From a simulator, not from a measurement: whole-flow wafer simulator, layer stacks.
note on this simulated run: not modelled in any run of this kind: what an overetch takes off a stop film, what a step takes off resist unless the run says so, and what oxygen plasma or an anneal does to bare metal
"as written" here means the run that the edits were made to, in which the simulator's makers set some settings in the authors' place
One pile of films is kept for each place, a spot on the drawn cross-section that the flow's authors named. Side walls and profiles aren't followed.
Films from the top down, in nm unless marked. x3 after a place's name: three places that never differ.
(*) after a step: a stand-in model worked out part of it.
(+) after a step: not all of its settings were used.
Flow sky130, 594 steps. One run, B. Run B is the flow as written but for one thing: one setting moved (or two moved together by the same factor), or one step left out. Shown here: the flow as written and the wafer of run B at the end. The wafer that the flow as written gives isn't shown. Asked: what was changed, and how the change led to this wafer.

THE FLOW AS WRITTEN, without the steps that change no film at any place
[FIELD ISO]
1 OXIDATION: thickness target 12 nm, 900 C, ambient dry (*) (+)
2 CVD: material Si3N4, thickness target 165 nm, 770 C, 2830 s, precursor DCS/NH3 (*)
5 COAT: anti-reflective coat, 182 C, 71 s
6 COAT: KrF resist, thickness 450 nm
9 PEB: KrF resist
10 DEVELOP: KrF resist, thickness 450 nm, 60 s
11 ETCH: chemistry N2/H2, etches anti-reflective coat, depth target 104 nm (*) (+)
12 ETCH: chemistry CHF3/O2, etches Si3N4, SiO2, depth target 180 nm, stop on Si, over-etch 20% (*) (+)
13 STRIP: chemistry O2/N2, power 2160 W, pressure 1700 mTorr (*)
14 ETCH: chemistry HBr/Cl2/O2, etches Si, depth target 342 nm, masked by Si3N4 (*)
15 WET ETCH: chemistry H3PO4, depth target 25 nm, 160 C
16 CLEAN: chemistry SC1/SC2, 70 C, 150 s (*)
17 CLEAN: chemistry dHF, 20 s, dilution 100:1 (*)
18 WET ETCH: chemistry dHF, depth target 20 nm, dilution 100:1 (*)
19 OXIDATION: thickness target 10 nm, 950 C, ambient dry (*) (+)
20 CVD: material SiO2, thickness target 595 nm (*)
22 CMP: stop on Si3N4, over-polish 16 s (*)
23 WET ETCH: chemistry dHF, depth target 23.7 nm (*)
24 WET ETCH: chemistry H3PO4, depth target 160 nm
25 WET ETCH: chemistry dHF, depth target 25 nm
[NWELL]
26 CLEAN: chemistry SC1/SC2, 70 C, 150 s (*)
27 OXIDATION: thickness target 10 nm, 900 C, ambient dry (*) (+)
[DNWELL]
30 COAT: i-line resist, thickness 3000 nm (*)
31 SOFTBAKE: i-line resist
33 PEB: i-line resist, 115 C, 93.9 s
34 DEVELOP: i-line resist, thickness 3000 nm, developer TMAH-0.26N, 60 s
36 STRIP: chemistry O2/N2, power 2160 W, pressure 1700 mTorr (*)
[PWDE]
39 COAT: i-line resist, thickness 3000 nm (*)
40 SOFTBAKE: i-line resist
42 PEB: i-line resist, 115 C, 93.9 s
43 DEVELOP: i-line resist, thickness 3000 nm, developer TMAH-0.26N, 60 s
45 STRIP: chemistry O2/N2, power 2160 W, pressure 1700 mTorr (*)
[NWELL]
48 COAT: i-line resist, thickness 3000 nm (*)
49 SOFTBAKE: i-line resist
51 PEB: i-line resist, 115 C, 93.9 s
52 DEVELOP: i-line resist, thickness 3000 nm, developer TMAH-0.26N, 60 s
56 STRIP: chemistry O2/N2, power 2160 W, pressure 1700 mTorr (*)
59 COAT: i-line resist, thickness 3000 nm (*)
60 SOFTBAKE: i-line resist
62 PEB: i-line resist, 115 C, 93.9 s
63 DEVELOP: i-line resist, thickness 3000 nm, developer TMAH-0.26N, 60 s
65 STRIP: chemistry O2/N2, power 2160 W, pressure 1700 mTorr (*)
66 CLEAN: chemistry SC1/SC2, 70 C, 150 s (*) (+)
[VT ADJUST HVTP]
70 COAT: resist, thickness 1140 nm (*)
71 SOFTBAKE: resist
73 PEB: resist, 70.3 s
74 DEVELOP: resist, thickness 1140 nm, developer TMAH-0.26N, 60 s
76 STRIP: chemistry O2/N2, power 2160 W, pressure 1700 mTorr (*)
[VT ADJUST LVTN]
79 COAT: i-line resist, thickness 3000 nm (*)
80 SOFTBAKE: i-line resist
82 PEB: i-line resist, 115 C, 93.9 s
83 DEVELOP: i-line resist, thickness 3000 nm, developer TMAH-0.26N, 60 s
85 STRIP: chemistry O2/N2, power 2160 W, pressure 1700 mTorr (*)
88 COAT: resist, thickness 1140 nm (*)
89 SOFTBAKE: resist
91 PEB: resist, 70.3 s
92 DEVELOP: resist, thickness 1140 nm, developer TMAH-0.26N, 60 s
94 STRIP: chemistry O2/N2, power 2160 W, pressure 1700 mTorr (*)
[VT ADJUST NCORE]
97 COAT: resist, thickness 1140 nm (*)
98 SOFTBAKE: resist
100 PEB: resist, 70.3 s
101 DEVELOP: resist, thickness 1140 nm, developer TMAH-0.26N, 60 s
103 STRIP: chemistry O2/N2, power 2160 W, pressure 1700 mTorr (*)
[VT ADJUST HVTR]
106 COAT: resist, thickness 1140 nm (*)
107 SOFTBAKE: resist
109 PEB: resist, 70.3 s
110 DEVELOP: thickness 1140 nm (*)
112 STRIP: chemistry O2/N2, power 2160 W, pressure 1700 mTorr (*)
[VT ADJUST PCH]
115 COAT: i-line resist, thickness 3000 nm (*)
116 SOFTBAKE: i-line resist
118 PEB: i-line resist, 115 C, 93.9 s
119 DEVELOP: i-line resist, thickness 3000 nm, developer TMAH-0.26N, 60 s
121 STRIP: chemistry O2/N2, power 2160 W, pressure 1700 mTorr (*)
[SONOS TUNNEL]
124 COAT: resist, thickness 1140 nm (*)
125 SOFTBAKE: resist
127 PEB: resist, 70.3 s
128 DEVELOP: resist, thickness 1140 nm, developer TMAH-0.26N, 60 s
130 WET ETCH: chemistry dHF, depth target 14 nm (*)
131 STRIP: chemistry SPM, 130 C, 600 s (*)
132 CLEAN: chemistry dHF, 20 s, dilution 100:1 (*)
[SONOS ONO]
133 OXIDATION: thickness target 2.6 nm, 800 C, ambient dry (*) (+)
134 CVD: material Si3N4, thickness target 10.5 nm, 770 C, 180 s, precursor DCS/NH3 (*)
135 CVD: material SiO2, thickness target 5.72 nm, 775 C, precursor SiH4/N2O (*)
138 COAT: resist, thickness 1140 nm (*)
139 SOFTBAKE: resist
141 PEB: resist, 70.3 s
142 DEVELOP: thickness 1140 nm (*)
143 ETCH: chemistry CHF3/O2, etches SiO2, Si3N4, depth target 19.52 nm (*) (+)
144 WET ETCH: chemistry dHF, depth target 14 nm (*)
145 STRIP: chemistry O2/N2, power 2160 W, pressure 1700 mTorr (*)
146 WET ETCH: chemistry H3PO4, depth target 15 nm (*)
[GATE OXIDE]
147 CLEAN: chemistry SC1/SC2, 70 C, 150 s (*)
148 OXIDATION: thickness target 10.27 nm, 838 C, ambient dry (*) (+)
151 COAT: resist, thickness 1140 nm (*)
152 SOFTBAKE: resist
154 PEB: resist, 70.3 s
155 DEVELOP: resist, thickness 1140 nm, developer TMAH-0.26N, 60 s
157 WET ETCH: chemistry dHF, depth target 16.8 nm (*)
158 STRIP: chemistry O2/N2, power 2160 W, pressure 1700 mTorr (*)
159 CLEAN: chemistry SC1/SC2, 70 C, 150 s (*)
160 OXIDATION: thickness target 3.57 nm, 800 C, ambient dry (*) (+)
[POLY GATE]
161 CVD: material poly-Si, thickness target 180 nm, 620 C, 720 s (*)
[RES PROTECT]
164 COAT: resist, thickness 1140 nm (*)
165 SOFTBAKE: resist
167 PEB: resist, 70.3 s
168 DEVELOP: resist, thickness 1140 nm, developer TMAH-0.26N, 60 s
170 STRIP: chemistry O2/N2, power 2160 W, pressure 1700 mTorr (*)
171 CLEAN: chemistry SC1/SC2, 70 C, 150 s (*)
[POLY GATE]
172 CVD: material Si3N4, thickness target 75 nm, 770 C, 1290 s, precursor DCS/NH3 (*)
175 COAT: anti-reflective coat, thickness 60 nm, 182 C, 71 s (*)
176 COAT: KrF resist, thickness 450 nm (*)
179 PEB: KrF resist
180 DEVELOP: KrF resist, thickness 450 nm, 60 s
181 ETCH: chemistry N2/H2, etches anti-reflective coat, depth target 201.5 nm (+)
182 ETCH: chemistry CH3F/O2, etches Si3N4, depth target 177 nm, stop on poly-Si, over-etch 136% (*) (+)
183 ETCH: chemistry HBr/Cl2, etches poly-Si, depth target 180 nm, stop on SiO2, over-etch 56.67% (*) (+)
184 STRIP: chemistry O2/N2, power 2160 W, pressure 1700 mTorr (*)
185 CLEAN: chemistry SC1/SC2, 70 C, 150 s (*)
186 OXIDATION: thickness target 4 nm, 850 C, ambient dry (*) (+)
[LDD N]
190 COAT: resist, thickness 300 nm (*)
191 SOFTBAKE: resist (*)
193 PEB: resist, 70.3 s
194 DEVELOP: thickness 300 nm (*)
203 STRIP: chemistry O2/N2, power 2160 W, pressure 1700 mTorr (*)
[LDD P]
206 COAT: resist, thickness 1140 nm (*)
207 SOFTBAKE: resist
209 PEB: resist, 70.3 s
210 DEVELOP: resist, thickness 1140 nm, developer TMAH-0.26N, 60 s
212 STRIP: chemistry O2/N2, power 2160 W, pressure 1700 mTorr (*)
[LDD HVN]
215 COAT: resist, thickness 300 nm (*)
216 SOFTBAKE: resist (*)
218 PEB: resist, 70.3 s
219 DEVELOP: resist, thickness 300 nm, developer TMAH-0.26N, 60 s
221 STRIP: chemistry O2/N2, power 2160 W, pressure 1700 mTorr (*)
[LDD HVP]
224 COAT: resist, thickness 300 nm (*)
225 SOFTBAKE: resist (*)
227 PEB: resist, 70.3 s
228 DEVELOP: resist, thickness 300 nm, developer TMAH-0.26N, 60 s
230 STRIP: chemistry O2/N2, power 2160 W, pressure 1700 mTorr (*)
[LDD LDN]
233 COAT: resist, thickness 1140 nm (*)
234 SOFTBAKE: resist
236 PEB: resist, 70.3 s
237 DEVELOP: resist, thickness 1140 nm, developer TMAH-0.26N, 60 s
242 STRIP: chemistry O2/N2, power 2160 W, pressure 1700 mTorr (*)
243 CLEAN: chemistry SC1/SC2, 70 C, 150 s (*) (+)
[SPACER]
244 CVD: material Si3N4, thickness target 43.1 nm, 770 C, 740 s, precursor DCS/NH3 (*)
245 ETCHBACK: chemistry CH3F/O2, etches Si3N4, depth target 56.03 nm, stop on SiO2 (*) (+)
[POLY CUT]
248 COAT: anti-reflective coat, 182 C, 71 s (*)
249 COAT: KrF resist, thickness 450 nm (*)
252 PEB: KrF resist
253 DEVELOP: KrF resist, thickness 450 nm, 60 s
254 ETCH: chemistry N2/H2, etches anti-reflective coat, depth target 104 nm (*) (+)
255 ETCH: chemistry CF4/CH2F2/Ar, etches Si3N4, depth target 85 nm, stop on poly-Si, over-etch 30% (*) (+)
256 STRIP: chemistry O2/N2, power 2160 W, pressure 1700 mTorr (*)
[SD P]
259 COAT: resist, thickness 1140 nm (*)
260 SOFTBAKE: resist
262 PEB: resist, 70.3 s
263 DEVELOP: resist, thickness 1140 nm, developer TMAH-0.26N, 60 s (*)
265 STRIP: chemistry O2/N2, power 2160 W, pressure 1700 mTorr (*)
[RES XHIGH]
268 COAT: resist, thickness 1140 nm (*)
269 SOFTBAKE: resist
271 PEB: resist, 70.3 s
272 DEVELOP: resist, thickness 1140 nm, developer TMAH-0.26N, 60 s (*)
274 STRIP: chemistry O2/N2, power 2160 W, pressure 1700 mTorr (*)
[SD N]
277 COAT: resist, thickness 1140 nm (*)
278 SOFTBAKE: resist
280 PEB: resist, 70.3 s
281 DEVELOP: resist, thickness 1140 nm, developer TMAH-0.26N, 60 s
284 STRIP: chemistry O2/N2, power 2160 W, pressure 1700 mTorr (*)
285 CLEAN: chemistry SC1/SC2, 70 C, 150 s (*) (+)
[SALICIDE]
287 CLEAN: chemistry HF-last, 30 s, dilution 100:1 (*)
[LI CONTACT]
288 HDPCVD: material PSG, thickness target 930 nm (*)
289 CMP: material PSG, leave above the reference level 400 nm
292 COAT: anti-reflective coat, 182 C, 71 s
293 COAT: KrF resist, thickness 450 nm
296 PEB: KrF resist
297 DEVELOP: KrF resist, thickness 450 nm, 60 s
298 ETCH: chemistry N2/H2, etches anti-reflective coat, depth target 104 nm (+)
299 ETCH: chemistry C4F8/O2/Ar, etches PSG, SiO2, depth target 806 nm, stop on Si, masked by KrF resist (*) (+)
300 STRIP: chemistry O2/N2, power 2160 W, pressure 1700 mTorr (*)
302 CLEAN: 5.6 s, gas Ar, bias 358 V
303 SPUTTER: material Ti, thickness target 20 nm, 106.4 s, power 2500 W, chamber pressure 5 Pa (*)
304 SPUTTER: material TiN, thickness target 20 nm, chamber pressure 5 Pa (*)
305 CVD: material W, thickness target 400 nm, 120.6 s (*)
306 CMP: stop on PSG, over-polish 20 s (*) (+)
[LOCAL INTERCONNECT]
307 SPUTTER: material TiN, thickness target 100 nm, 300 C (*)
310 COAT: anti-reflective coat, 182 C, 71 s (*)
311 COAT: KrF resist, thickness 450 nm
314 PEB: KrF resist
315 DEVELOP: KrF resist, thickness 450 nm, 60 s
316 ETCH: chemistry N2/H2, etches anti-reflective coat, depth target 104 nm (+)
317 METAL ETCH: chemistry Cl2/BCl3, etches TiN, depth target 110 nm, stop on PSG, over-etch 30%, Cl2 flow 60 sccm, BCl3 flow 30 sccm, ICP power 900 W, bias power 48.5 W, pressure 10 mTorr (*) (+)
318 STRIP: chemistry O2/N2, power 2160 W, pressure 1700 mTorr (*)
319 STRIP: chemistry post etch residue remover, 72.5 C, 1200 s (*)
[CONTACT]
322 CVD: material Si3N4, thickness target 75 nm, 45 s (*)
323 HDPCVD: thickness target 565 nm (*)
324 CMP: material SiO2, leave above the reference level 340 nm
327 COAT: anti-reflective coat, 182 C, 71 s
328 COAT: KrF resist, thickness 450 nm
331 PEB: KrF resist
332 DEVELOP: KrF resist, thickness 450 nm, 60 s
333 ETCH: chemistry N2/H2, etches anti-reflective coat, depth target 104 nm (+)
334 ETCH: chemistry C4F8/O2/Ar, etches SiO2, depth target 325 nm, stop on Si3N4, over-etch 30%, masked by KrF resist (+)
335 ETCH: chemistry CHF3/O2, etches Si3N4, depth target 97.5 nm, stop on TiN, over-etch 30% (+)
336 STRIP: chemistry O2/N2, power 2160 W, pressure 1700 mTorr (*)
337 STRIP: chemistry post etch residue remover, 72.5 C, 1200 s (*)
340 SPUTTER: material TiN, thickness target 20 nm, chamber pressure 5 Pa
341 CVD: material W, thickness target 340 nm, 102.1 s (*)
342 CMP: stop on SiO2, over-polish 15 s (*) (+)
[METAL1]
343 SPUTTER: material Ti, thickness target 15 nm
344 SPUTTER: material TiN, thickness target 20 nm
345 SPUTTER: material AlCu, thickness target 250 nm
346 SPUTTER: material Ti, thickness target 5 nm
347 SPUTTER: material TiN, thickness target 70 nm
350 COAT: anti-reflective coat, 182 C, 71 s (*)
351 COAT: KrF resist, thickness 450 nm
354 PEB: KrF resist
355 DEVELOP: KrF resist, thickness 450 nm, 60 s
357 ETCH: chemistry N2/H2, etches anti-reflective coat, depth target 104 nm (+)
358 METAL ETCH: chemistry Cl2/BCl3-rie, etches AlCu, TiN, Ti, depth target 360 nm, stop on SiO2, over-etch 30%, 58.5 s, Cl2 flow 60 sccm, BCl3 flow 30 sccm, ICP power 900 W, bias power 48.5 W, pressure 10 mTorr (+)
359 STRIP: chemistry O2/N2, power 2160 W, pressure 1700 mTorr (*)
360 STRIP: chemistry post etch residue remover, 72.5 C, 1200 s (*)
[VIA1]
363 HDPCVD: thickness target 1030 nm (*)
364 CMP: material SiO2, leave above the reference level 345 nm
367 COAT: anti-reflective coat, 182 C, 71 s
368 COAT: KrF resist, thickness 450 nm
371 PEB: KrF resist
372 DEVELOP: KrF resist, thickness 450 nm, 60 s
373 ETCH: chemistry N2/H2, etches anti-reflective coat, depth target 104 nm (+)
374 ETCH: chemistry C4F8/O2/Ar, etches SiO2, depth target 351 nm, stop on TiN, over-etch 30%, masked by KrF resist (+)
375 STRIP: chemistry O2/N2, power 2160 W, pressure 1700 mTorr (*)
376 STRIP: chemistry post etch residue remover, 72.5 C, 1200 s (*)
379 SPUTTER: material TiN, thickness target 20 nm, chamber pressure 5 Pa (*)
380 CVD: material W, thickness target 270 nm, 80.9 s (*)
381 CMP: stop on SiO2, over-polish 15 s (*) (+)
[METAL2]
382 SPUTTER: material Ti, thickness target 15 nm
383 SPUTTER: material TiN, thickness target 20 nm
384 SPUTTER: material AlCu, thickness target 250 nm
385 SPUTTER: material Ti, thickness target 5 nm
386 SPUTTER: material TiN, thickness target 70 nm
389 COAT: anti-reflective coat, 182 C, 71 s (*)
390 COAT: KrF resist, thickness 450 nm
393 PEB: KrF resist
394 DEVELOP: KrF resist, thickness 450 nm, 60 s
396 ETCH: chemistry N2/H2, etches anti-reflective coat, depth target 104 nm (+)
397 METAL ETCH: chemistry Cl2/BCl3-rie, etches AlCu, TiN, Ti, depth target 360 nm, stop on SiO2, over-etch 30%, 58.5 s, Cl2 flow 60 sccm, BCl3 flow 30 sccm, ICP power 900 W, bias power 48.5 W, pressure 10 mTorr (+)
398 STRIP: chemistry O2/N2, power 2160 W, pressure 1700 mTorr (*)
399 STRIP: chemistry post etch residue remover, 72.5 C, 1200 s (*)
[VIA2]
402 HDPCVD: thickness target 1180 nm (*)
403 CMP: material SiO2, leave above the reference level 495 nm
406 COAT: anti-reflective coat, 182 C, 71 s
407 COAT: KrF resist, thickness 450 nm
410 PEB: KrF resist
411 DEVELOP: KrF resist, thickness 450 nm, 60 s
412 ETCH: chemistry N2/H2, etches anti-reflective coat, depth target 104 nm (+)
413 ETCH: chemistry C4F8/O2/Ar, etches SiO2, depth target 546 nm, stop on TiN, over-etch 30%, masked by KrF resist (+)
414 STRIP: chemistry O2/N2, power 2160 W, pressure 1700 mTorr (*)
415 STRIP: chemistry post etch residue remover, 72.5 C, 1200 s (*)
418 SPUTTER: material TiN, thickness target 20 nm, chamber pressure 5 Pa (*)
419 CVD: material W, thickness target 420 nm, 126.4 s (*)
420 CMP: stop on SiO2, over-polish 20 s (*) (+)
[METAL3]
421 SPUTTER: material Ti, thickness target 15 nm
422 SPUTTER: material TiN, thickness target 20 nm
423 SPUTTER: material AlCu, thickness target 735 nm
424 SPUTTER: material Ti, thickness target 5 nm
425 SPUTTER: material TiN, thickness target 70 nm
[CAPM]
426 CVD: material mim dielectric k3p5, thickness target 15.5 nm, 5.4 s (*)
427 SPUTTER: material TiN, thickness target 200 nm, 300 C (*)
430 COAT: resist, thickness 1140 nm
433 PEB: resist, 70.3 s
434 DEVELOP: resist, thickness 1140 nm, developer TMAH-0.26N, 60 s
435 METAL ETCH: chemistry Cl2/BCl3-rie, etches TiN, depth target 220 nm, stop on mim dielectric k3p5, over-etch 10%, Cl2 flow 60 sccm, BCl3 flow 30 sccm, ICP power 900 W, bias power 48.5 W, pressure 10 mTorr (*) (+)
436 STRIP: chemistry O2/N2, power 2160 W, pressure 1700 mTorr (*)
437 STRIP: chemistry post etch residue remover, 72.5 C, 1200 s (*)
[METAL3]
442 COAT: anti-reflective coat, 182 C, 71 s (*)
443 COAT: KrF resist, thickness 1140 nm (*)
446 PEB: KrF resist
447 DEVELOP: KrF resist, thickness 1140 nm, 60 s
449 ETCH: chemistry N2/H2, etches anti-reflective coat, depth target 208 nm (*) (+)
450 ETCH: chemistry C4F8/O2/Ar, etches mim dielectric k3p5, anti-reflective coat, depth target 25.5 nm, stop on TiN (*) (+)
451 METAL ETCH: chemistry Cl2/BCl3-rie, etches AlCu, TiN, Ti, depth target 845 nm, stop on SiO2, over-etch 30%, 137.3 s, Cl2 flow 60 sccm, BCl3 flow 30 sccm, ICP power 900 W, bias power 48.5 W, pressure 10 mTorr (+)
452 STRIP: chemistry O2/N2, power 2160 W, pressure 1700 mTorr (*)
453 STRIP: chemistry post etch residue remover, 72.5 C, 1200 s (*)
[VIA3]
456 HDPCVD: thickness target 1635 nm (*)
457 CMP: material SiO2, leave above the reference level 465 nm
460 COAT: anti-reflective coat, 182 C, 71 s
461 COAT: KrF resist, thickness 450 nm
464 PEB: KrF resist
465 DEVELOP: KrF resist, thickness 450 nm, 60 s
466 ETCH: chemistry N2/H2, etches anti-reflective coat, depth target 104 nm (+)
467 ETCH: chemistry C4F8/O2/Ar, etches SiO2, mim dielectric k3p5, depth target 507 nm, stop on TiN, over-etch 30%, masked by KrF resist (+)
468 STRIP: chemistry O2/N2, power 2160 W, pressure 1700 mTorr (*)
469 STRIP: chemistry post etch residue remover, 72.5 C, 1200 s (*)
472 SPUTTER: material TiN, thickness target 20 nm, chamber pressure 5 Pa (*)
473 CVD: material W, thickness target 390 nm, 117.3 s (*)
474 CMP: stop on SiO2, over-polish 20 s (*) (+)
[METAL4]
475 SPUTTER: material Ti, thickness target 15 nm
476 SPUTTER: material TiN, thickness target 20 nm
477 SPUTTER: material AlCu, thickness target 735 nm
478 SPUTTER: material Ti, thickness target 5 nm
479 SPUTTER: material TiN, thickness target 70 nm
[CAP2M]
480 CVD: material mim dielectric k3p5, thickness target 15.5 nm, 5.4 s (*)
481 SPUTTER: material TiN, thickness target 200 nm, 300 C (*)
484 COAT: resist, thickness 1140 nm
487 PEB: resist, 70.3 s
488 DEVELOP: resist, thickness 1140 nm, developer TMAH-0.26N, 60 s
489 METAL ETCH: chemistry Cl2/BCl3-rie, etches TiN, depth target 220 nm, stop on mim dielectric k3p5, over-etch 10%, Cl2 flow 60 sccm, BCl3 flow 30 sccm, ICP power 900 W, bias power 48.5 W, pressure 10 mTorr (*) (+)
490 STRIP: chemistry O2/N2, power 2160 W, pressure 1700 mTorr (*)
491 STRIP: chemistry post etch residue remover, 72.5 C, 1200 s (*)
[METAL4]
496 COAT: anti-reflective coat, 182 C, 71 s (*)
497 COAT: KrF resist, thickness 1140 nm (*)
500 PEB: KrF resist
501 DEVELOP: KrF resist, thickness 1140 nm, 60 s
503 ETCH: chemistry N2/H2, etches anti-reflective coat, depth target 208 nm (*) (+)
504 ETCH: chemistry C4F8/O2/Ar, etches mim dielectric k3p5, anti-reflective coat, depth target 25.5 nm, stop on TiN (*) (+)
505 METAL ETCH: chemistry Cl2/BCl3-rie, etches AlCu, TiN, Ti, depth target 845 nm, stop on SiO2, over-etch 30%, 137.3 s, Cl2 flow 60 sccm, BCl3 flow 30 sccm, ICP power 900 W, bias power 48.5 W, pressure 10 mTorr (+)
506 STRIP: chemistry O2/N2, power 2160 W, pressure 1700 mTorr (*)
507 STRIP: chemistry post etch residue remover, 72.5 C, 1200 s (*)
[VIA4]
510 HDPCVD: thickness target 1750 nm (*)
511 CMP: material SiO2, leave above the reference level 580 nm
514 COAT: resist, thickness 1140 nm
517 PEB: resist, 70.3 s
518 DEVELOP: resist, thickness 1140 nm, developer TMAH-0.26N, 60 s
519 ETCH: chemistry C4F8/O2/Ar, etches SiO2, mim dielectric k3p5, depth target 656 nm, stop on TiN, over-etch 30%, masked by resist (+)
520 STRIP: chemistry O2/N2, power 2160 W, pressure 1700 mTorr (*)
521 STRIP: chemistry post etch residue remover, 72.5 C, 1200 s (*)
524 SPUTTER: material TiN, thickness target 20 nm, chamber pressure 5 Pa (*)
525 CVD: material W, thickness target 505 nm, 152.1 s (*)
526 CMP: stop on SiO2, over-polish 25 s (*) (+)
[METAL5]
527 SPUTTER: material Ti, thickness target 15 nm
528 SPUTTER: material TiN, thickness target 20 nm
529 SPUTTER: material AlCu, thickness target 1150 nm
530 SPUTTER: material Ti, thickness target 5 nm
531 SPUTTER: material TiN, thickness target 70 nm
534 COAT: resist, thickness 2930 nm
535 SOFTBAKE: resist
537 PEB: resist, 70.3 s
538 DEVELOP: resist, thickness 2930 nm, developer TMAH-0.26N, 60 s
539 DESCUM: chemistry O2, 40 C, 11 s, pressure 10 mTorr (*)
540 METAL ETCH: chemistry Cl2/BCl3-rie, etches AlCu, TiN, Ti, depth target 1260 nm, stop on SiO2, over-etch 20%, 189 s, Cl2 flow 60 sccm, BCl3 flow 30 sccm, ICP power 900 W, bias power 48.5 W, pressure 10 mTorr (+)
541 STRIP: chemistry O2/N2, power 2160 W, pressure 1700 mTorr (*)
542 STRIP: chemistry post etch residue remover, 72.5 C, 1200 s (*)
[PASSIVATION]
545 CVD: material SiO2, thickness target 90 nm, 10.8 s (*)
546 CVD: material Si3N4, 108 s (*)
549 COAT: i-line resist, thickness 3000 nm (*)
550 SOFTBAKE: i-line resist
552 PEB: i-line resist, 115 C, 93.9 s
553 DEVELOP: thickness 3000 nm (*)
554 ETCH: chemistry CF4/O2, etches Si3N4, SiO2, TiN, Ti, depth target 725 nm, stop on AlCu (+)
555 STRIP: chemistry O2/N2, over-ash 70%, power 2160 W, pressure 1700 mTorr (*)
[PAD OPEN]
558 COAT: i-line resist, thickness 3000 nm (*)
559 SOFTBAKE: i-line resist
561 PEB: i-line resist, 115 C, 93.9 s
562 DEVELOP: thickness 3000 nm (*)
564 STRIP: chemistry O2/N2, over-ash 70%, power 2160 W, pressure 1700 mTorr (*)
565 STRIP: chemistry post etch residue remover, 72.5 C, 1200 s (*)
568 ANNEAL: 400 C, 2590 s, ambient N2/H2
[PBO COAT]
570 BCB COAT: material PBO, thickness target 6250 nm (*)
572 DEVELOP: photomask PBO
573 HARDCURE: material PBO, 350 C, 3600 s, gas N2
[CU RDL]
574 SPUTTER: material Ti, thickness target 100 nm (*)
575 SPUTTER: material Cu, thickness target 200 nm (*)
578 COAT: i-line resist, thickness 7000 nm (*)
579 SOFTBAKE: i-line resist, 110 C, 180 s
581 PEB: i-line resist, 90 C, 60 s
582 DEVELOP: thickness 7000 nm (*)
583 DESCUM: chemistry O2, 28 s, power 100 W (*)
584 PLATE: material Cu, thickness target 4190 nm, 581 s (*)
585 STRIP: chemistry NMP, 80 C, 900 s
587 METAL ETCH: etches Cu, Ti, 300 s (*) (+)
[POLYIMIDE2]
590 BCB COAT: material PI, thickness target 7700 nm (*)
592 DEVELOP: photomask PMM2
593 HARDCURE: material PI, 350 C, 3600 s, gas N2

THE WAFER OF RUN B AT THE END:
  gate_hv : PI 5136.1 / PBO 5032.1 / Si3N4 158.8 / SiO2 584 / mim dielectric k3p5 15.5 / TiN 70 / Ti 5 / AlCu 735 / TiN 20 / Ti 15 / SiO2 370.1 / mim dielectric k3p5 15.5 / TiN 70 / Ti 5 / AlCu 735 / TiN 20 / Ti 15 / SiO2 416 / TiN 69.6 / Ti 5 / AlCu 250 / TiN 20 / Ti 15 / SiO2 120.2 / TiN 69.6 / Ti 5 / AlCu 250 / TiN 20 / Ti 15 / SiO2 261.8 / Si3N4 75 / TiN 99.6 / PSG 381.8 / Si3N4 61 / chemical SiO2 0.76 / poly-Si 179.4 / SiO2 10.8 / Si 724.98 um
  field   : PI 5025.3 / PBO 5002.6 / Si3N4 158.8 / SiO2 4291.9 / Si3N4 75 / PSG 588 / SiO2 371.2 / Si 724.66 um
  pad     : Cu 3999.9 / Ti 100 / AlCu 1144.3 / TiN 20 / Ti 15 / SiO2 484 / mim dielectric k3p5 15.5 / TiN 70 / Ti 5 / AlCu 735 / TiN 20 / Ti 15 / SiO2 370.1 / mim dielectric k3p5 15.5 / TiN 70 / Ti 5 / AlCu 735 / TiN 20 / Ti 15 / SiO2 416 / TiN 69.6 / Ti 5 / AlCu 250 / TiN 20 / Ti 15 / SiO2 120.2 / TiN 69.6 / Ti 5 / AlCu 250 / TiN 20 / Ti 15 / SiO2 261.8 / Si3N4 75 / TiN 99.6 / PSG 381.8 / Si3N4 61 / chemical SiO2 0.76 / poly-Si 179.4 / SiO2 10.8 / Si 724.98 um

The cause: step 364, CMP: leave above the reference level 198 nm was run, where the flow has leave above the reference level 345 nm.

How the change led to this, step by step:
  364 CMP: material SiO2, leave above the reference level 345 nm
      n_well, p_well, gate_hv and 100 more: SiO2 -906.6 (as written it would be: SiO2 -759.6)
      field, active, gate and 81 more: SiO2 -536.1 (as written it would be: SiO2 -389.1)
      (and at 4 more places)
  374 ETCH: chemistry C4F8/O2/Ar, etches SiO2, depth target 351 nm, stop on TiN, over-etch 30%, masked by KrF resist (+)
      field, active, n_well and 186 more: KrF resist -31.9 (as written it would be: KrF resist -70.1)
      m1, via1_hole: SiO2 -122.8 (all of it) (as written it would be: SiO2 -269.8 (all of it))
  375 STRIP: chemistry O2/N2, power 2160 W, pressure 1700 mTorr (*)
      field, active, n_well and 186 more: KrF resist -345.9 (all of it), anti-reflective coat -80 (all of it) (as written it would be: KrF resist -307.7 (all of it), anti-reflective coat -80 (all of it))
  379 SPUTTER: material TiN, thickness target 20 nm, chamber pressure 5 Pa (*)
      m1: TiN +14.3 (as written it would be: TiN +11)
      via1_hole: TiN +14.3 (as written it would be: TiN +10.9)
  380 CVD: material W, thickness target 270 nm, 80.9 s (*)
      m1, via1_hole: W +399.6 (new film) (as written it would be: W +549.9 (new film))
